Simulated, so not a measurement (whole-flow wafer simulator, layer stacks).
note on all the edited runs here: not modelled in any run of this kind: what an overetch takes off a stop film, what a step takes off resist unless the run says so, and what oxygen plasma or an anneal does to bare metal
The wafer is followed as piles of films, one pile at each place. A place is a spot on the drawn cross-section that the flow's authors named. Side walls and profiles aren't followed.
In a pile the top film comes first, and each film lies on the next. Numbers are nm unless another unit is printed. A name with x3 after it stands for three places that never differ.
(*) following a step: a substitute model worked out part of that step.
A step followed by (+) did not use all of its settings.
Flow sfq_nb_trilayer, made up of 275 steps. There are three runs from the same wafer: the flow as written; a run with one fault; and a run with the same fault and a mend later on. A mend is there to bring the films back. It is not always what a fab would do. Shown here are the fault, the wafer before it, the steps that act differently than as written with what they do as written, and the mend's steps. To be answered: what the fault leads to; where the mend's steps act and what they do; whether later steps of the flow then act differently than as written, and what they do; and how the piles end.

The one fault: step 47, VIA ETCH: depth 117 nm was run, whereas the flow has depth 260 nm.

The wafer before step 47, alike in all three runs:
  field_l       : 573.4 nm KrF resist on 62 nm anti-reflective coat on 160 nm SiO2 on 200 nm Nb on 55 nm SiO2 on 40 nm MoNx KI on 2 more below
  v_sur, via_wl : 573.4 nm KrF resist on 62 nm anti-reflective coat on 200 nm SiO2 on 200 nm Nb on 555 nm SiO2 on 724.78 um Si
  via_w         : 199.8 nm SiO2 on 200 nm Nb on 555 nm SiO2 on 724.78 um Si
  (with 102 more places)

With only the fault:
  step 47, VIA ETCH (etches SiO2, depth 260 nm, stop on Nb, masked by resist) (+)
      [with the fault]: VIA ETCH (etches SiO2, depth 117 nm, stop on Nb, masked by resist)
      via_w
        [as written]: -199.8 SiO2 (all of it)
        [with the fault]: -117 SiO2
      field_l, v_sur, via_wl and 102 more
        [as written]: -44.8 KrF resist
        [with the fault]: -20.2 KrF resist
  Steps later in the flow that act otherwise than as written (3 more steps, not shown, differ only slightly: by at most 2% or 0.5 nm, whichever is larger):
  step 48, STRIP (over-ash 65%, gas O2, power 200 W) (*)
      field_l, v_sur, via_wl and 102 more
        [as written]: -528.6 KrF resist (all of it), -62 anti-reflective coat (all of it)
        [with the fault]: -553.3 KrF resist (all of it), -62 anti-reflective coat (all of it)
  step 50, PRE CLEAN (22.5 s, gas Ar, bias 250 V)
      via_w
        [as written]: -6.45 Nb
        [with the fault]: -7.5 SiO2
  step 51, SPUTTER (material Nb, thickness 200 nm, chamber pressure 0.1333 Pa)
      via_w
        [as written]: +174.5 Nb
        [with the fault]: +190.8 Nb (new film)
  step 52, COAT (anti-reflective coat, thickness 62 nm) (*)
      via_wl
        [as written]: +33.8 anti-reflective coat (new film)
        [with the fault]: +38.7 anti-reflective coat (new film)
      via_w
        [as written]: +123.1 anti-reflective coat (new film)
        [with the fault]: +104.7 anti-reflective coat (new film)
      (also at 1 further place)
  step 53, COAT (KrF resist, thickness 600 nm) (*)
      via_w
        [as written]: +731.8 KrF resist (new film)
        [with the fault]: +665.5 KrF resist (new film)
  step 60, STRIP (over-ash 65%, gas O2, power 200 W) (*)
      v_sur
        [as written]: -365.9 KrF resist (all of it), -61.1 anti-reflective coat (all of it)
        [with the fault]: -373.6 KrF resist (all of it), -60.4 anti-reflective coat (all of it)
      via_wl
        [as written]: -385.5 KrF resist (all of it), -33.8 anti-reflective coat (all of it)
        [with the fault]: -391 KrF resist (all of it), -38.7 anti-reflective coat (all of it)
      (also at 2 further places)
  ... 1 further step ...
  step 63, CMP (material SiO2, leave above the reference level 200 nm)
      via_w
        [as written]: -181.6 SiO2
        [with the fault]: -173.7 SiO2
  At via_w, the piles at the end differ from the flow's by more than 2% or 0.5 nm, whichever is larger.
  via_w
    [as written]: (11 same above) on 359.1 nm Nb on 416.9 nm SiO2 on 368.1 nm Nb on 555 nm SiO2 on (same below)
    [with the fault]: (11 same above) on 359.1 nm Nb on 318.8 nm SiO2 on 190.8 nm Nb on 75.3 nm SiO2 on 200 nm Nb on 555 nm SiO2 on (same below)

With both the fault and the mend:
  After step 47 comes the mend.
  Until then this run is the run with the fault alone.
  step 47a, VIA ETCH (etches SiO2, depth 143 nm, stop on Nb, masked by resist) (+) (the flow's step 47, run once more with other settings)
      field_l, v_sur, via_wl and 102 more
        -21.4 KrF resist
      via_w
        -82.8 SiO2 (all of it)
  None of the later steps of the flow differs from how it acts as written, at any place that is followed, by more than 2% or 0.5 nm, whichever is larger.
  At every place that both follow, the piles at the end match the flow's.
